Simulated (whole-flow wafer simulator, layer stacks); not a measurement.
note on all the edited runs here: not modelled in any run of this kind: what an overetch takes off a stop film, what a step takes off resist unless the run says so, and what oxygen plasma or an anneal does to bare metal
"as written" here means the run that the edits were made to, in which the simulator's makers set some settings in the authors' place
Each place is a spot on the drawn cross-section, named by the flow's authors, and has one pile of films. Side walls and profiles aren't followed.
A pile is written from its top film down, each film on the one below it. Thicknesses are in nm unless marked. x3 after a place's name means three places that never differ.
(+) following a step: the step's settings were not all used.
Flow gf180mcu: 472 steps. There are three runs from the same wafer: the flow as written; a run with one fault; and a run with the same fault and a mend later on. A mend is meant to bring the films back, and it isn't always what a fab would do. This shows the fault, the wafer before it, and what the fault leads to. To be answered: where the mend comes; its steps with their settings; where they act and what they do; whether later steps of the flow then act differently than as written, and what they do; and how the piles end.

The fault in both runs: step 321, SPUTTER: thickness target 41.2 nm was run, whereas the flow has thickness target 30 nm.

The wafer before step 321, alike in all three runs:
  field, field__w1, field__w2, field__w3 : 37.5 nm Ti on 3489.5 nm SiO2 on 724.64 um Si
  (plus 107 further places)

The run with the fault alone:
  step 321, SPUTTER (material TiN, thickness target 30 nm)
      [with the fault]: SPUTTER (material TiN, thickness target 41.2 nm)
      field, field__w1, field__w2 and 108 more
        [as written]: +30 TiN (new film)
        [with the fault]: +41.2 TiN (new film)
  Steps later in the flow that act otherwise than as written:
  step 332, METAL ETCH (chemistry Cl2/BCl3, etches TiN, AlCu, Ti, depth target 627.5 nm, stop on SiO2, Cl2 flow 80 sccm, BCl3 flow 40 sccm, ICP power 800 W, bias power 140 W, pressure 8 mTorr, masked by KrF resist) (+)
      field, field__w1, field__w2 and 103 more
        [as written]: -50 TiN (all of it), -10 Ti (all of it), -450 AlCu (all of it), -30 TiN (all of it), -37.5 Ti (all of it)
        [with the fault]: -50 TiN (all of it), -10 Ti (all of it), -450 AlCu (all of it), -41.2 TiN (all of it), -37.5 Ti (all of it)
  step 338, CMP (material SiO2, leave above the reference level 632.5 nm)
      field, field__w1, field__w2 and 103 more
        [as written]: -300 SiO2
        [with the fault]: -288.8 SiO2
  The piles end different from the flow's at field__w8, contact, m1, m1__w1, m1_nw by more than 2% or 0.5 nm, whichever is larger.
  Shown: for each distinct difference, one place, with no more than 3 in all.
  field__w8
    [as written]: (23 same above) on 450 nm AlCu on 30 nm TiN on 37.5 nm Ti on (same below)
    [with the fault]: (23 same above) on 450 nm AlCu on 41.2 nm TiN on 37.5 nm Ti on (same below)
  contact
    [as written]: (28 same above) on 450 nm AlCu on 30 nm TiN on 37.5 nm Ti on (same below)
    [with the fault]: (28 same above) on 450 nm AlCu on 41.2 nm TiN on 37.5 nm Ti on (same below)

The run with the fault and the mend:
  The mend follows step 331.
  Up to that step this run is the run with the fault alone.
  step 332, METAL ETCH (chemistry Cl2/BCl3, etches TiN, AlCu, Ti, depth target 638.7 nm, stop on SiO2, Cl2 flow 80 sccm, BCl3 flow 40 sccm, ICP power 800 W, bias power 140 W, pressure 8 mTorr, masked by KrF resist) (+) (the flow's step 332, as written with depth target 627.5 nm)
      field, field__w1, field__w2 and 103 more
        -50 TiN (all of it), -10 Ti (all of it), -450 AlCu (all of it), -41.2 TiN (all of it), -37.5 Ti (all of it)
      field__w8, contact, m1, m1__w1, m1_nw
        -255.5 KrF resist
  Steps later in the flow that act otherwise than as written (1 other step is not shown; it differs only slightly, by no more than 2% or 0.5 nm, whichever is larger):
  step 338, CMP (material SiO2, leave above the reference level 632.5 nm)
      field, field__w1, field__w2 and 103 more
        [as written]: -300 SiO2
        [with the mend]: -288.8 SiO2
  The piles end different from the flow's at field__w8, contact, m1, m1__w1, m1_nw by more than 2% or 0.5 nm, whichever is larger.
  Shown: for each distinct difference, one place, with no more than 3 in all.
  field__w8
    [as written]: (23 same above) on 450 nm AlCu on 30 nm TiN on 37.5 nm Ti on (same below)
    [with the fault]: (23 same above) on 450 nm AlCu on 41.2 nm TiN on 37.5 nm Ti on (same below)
    [with the mend]: (23 same above) on 450 nm AlCu on 41.2 nm TiN on 37.5 nm Ti on (same below)
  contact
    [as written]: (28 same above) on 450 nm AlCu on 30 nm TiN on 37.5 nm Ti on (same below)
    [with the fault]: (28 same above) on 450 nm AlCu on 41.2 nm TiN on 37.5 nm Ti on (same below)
    [with the mend]: (28 same above) on 450 nm AlCu on 41.2 nm TiN on 37.5 nm Ti on (same below)
